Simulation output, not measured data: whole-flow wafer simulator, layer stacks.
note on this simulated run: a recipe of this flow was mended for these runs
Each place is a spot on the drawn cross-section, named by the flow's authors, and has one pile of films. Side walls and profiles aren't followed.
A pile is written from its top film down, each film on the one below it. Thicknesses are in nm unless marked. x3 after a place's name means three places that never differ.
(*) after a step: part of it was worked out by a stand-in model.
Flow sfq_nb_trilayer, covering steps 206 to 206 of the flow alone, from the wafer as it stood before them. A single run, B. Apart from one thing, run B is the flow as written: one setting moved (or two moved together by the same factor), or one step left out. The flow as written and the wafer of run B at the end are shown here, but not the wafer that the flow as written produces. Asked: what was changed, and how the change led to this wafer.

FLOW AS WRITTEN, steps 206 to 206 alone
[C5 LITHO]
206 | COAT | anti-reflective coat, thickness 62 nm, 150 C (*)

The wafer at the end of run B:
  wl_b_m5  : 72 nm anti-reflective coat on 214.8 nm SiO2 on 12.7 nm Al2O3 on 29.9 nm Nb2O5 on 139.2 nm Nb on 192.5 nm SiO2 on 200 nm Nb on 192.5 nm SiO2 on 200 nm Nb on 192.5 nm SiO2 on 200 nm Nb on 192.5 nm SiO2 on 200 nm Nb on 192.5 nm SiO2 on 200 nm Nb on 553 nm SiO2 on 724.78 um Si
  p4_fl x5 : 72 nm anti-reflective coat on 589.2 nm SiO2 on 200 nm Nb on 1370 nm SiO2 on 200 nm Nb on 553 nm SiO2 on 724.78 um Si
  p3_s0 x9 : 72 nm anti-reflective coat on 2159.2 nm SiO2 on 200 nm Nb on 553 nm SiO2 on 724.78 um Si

Cause: step 206, COAT: thickness 72 nm was run, whereas the flow has thickness 62 nm.
The wafer lets one read it off: wl_b_m5 has anti-reflective coat 72, and step 206 as written asks for 62 nm.

Step by step, how the change led to this:
  206 | COAT | anti-reflective coat, thickness 62 nm, 150 C (*)
      p4_fl x5, p4_w1 x9, p3_s0 x9 and 41 more: anti-reflective coat gains 72 (new film) (in the flow as written it would be: anti-reflective coat gains 62 (new film))
      r5r_line_l, r5r_line_c, r5r_line_r: anti-reflective coat gains 45.5 (new film) (in the flow as written it would be: anti-reflective coat gains 35.5 (new film))
      (as well as at 39 more places)
